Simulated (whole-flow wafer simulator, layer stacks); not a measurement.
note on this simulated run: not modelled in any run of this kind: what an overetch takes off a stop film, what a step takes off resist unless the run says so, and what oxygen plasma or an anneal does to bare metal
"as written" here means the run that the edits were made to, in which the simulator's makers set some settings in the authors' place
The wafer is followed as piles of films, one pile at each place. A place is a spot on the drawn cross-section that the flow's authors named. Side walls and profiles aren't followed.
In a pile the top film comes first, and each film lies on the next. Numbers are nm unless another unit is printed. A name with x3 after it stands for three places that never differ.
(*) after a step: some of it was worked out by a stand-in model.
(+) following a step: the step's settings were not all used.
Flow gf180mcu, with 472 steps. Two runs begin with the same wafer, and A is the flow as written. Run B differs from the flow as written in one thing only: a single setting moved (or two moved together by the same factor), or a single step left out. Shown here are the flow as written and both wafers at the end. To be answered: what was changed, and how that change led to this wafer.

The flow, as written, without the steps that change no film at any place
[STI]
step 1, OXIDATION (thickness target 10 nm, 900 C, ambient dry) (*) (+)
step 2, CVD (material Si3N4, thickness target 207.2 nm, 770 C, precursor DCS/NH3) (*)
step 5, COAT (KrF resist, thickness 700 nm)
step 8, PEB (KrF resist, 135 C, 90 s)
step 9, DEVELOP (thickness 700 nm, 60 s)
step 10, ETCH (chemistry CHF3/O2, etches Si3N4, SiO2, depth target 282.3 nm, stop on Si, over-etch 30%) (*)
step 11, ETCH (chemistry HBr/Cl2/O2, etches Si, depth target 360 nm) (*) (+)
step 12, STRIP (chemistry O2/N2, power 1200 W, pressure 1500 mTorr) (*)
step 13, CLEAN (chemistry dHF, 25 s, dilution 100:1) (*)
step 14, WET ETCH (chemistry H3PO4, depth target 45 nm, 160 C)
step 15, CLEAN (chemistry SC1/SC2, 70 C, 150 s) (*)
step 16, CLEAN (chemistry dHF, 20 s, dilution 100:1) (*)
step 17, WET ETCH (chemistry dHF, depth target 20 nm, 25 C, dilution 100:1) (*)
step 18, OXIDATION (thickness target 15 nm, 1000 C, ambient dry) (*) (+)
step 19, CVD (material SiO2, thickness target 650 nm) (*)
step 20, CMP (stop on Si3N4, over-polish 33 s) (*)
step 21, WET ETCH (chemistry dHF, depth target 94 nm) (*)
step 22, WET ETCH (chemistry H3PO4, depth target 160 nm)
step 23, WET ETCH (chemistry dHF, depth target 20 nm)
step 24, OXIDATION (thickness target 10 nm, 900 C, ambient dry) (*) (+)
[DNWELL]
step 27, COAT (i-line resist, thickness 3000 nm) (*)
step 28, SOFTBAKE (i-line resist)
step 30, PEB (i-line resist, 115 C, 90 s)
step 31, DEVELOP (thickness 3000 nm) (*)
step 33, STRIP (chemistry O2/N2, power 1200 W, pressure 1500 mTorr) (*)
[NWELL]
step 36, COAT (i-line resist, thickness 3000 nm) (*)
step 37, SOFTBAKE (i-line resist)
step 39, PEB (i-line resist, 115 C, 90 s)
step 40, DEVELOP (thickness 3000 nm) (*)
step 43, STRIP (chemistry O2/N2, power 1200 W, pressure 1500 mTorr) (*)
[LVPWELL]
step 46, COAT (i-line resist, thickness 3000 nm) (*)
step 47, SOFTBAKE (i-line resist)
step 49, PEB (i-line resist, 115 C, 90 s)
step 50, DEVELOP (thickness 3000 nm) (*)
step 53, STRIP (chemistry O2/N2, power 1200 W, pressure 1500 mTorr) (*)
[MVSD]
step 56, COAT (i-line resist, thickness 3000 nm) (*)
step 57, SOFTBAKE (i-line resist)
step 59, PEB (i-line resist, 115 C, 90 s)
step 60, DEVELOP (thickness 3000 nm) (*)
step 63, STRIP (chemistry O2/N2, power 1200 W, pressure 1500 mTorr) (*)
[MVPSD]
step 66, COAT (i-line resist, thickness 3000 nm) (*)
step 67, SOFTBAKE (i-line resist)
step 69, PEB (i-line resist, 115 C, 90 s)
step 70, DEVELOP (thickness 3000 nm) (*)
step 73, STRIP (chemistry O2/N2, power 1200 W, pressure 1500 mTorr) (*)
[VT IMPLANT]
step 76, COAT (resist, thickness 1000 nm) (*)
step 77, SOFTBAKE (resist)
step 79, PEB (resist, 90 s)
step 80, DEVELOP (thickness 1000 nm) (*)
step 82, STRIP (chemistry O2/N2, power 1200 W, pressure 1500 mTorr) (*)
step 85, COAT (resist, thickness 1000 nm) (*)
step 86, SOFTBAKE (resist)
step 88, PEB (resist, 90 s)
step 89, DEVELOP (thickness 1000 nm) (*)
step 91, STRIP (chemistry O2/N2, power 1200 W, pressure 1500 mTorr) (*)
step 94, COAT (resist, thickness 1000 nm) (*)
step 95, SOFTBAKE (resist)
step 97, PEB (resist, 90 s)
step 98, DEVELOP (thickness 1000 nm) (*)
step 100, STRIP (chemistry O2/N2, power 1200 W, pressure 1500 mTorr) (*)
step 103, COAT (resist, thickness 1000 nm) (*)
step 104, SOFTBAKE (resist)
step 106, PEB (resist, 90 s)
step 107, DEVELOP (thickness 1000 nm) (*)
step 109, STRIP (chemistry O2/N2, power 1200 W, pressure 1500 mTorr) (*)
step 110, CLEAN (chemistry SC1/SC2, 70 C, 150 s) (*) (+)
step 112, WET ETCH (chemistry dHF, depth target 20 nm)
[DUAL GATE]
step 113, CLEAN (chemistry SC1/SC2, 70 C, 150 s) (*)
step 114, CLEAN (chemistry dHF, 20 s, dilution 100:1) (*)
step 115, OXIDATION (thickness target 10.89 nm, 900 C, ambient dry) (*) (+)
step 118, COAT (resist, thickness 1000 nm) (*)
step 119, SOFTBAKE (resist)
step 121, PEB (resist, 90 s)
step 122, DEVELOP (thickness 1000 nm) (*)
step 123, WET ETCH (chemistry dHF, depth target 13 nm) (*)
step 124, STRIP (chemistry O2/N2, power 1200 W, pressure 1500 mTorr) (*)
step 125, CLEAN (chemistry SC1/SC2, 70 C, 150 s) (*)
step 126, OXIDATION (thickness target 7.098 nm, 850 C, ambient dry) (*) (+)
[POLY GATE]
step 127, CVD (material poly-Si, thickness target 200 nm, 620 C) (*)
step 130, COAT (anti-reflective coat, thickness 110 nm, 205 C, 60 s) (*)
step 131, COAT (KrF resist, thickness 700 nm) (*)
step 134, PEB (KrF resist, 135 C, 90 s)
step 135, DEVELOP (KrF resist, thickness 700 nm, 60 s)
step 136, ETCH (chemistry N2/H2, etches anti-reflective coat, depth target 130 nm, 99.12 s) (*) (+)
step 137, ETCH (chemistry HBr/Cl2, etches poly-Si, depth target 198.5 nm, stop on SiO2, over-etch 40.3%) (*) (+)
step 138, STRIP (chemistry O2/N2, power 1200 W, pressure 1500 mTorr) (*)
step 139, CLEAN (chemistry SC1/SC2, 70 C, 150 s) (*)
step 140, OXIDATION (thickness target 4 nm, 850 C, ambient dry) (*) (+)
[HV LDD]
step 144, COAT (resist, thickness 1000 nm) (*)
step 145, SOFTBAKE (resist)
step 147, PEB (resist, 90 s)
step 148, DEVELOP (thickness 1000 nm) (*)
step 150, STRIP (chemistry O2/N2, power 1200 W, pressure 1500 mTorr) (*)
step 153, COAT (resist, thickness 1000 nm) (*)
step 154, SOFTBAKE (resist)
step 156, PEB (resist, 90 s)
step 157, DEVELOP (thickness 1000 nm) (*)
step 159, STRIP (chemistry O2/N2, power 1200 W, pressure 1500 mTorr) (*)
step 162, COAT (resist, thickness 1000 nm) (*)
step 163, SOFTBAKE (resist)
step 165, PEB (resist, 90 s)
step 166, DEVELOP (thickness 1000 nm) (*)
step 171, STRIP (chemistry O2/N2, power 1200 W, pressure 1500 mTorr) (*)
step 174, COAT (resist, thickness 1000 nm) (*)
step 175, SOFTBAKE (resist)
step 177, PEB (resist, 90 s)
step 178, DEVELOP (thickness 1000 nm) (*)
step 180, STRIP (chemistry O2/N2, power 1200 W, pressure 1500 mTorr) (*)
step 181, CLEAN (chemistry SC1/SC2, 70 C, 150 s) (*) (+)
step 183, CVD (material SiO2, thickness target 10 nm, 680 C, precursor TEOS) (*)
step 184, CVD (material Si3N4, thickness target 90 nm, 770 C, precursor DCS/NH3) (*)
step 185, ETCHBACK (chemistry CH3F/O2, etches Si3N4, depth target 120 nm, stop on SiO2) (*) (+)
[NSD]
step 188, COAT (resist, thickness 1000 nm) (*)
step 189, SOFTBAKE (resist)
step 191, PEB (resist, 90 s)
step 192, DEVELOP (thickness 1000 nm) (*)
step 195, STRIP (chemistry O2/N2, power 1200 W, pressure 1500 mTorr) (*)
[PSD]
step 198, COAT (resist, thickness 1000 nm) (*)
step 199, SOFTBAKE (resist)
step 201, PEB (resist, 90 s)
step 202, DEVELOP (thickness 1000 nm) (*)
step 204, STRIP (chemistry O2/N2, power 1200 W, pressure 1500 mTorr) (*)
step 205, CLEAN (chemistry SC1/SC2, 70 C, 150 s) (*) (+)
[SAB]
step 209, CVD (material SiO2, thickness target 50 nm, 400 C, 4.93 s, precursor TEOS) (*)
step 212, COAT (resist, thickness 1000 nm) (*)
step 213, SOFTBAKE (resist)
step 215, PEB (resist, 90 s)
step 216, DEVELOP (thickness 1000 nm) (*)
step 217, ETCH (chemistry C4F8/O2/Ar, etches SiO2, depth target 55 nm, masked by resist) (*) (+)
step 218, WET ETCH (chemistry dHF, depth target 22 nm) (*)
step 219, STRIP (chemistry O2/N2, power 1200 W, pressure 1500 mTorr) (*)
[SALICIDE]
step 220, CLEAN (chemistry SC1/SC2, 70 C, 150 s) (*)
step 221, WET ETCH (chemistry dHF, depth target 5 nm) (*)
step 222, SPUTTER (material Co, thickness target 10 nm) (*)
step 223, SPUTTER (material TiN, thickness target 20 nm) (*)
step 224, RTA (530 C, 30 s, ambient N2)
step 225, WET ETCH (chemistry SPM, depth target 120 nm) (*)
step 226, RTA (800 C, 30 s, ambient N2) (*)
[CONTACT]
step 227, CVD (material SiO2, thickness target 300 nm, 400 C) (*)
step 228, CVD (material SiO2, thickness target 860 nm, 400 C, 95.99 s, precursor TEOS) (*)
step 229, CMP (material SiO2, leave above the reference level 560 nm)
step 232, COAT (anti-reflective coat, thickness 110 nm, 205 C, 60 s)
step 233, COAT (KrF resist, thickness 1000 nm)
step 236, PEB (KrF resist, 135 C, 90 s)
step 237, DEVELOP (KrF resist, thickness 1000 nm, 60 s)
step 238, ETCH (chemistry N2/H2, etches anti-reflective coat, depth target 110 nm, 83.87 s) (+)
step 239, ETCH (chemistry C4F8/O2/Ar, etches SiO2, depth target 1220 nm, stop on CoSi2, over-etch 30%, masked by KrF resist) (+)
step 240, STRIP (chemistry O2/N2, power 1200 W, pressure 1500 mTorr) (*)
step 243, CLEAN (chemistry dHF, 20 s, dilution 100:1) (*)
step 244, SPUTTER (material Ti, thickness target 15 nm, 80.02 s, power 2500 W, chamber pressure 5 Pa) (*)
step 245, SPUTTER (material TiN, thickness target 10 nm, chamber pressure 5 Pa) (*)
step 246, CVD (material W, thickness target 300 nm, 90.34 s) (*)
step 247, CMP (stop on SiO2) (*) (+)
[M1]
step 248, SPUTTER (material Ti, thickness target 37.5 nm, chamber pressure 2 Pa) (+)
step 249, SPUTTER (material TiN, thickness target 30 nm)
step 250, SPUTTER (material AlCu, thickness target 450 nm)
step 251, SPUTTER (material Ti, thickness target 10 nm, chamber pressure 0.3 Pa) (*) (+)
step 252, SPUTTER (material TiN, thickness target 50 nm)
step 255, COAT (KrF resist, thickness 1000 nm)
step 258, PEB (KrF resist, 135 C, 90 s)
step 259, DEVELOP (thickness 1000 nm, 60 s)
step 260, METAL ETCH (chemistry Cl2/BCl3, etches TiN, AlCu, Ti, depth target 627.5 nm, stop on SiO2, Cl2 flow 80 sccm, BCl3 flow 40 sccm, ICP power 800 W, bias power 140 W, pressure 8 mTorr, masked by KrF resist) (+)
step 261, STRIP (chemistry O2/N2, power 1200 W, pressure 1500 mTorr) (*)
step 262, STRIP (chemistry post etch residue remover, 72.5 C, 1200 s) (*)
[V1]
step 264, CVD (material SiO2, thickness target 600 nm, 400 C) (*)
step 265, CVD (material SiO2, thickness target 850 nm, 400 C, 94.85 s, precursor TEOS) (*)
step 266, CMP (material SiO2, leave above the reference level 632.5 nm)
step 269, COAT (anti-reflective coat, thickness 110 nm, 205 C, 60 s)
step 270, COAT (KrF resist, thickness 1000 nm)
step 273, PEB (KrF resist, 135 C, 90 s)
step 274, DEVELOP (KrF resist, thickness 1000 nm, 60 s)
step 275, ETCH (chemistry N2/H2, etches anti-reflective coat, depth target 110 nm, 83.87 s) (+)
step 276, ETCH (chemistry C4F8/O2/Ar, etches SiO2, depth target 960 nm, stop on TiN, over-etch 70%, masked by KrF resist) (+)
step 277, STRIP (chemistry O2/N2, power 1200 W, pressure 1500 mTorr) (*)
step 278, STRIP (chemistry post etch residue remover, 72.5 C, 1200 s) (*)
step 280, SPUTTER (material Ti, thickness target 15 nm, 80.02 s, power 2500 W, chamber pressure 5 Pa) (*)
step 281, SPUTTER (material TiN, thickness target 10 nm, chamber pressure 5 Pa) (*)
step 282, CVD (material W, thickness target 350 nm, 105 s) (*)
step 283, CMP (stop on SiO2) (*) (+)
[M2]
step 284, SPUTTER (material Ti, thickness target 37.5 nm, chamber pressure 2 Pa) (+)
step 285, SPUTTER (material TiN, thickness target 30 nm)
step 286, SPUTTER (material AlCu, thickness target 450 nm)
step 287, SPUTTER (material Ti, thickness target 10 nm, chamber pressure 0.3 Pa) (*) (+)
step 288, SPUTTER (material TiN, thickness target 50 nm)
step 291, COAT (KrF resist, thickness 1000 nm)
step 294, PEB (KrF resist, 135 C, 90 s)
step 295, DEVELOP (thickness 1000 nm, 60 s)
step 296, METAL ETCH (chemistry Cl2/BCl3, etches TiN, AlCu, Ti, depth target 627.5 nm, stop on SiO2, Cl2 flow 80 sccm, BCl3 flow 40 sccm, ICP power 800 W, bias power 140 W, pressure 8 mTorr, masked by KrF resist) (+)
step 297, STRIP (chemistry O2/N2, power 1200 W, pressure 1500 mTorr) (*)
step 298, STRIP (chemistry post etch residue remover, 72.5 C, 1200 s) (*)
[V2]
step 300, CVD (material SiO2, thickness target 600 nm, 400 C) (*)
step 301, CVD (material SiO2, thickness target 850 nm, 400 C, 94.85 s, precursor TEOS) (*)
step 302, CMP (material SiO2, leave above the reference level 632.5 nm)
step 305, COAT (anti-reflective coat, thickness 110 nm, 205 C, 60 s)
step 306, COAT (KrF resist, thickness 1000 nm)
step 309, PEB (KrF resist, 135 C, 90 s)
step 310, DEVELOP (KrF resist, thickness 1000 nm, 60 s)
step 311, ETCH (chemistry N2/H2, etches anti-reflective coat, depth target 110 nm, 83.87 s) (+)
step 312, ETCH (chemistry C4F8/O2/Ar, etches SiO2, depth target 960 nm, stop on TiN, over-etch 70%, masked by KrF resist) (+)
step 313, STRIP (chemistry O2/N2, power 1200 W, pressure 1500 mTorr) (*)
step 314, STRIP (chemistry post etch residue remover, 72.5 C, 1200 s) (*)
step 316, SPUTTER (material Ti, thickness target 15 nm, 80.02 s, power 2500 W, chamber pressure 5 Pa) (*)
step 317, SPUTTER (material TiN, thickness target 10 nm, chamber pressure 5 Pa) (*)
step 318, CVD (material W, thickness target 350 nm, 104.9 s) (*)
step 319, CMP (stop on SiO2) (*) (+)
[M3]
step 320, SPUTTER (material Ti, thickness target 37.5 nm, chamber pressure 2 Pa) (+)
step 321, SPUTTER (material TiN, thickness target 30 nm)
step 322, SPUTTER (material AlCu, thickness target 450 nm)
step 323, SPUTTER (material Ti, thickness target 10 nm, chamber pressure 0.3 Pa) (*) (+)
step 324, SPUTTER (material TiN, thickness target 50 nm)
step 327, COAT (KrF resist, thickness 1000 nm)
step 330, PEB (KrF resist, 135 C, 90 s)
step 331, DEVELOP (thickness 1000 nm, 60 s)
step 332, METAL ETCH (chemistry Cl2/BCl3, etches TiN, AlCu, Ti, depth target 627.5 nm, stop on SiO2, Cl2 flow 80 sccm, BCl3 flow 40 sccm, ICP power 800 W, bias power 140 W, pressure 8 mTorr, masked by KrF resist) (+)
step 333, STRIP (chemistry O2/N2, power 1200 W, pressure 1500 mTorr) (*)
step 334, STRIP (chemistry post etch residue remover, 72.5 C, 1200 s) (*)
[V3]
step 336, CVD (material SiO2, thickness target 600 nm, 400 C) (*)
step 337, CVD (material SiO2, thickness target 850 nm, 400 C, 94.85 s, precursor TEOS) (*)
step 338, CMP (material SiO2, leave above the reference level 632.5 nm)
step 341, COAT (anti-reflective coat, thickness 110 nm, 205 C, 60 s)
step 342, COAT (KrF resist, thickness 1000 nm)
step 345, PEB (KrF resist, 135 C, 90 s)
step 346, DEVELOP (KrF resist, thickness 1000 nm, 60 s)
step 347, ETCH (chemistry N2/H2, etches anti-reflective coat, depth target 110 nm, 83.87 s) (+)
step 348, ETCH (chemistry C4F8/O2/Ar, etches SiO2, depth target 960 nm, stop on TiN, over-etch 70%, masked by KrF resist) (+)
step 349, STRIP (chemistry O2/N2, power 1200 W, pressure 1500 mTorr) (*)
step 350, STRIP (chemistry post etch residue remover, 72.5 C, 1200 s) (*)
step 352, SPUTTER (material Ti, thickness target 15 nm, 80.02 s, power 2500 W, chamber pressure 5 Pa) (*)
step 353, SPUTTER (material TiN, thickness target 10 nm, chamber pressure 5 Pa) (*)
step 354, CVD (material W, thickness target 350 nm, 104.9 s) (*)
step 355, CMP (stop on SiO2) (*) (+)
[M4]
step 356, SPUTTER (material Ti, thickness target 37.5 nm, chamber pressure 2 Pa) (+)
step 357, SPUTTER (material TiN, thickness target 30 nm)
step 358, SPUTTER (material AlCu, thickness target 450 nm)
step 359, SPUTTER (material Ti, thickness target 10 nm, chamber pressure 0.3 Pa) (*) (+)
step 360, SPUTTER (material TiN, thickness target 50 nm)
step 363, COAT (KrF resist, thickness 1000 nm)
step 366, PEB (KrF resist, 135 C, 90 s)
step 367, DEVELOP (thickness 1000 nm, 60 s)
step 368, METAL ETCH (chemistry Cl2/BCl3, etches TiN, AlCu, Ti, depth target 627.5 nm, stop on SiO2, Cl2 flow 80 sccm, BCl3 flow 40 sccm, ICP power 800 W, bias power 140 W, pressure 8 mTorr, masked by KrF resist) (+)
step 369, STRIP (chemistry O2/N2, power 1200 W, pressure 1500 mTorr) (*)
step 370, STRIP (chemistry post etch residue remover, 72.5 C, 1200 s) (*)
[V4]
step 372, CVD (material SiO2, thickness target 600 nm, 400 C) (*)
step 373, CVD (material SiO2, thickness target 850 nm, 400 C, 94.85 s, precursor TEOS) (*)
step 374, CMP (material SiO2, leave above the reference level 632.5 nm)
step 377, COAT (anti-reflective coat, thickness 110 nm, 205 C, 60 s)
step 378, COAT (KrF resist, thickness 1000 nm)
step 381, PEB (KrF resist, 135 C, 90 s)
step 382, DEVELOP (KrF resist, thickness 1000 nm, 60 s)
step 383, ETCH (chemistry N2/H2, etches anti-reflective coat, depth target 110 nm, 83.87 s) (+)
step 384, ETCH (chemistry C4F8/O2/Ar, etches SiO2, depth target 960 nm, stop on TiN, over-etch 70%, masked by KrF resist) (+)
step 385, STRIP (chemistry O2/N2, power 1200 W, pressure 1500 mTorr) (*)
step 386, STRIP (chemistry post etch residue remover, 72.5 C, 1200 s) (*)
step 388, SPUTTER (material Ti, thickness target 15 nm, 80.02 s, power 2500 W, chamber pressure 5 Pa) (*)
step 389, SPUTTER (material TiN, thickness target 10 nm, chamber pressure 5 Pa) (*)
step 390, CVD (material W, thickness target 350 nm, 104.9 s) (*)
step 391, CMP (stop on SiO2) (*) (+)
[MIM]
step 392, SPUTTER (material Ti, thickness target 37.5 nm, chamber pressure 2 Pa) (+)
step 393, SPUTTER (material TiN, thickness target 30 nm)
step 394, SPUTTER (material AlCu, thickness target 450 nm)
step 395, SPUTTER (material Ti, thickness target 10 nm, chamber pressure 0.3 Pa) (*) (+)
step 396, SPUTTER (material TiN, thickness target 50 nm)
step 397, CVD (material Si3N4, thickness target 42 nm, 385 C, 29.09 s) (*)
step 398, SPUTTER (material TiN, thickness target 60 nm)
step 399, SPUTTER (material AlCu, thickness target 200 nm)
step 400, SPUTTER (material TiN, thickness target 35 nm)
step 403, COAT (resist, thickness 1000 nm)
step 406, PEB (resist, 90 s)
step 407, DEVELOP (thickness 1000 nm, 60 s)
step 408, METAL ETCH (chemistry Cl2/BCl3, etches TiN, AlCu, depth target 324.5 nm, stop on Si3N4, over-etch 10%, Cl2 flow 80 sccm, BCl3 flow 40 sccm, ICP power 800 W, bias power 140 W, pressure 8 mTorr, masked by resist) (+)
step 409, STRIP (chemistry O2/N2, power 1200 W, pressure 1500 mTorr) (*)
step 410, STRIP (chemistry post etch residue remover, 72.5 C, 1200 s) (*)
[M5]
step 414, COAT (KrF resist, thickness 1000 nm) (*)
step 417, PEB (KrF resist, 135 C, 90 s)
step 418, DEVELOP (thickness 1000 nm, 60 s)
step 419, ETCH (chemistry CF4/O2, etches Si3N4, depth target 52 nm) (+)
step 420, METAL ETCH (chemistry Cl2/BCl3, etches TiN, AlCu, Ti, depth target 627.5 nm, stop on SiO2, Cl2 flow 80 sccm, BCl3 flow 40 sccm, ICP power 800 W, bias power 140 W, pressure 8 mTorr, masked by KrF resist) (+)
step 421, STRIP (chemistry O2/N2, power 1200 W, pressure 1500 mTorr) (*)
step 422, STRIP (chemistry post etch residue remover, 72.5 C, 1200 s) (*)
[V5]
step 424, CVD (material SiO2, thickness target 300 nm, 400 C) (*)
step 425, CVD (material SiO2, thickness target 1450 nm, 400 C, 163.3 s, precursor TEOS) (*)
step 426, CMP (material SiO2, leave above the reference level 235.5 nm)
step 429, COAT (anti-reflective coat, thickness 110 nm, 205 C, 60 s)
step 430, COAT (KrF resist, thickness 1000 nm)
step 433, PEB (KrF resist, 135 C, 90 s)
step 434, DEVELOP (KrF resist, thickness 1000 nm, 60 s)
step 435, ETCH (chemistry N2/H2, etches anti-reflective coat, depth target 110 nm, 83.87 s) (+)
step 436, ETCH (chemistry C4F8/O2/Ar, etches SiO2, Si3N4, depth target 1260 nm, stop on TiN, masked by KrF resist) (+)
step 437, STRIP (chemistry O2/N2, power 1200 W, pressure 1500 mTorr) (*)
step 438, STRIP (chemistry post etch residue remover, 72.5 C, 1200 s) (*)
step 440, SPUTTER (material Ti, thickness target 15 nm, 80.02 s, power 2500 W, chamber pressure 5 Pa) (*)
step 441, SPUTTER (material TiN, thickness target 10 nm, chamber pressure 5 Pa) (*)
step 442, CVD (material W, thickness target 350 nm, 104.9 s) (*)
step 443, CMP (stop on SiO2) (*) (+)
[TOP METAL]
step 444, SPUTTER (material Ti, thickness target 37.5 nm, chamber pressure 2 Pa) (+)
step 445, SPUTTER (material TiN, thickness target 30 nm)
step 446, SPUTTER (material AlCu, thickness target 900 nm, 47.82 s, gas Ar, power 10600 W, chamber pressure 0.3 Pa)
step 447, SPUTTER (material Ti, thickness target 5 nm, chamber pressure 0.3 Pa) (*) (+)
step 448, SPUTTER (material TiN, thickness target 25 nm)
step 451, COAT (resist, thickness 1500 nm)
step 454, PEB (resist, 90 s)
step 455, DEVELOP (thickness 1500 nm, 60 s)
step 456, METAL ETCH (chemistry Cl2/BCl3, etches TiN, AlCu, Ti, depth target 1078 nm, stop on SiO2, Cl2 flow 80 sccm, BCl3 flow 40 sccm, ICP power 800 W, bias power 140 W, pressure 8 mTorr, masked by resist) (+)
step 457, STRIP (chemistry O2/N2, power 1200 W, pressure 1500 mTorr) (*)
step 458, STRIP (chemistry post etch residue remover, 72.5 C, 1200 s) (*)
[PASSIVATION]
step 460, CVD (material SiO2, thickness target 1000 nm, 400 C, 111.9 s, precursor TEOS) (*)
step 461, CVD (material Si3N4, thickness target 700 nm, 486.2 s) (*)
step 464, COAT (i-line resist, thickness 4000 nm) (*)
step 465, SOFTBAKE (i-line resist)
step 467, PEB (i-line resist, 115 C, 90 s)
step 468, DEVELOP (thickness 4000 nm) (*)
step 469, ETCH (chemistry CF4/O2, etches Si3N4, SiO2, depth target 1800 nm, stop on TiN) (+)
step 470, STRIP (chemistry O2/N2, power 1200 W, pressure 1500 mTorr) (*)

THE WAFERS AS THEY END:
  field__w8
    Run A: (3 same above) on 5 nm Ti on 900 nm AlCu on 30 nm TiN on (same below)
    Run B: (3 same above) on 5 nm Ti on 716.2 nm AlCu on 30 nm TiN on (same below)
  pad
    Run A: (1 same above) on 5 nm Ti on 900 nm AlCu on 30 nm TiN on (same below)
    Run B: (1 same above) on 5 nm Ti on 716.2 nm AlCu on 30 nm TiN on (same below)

The reason: step 446, SPUTTER: 38.26 s was run, whereas the flow has 47.82 s.

How this came from the change, step by step:
  step 446, SPUTTER (material AlCu, thickness target 900 nm, 47.82 s, gas Ar, power 10600 W, chamber pressure 0.3 Pa)
      field, field__w1, field__w2 and 109 more: A +900 AlCu (new film) | B +716.2 AlCu (new film)
  step 456, METAL ETCH (chemistry Cl2/BCl3, etches TiN, AlCu, Ti, depth target 1078 nm, stop on SiO2, Cl2 flow 80 sccm, BCl3 flow 40 sccm, ICP power 800 W, bias power 140 W, pressure 8 mTorr, masked by resist) (+)
      field, field__w1, field__w2 and 103 more: A -25 TiN (all of it), -5 Ti (all of it), -900 AlCu (all of it), -30 TiN (all of it), -37.5 Ti (all of it) | B -25 TiN (all of it), -5 Ti (all of it), -716.2 AlCu (all of it), -30 TiN (all of it), -37.5 Ti (all of it)
  step 464, COAT (i-line resist, thickness 4000 nm) (*)
      field__w8: A +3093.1 i-line resist (new film) | B +3255.9 i-line resist (new film)
      contact: A +3153.6 i-line resist (new film) | B +3299.2 i-line resist (new film)
      (and at 4 other places as well)
  step 465, SOFTBAKE (i-line resist)
      field__w5, field__w9: A +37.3 i-line resist | B +28.1 i-line resist
      pplus_u, ppoly_u: A +38 i-line resist | B +28.4 i-line resist
      (and at 65 other places as well)
  step 467, PEB (i-line resist, 115 C, 90 s)
      field__w8, m1__w1: A -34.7 i-line resist | B -37.6 i-line resist
      contact, m1: A -35.1 i-line resist | B -37.9 i-line resist
      (and at 2 other places as well)
  step 468, DEVELOP (thickness 4000 nm) (*)
      pad: A -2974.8 i-line resist (all of it) | B -3154.2 i-line resist (all of it)
  step 470, STRIP (chemistry O2/N2, power 1200 W, pressure 1500 mTorr) (*)
      field__w8: A -1787.7 i-line resist (all of it) | B -1964.8 i-line resist (all of it)
      contact: A -1811.2 i-line resist (all of it) | B -1982 i-line resist (all of it)
      (and at 3 other places as well)
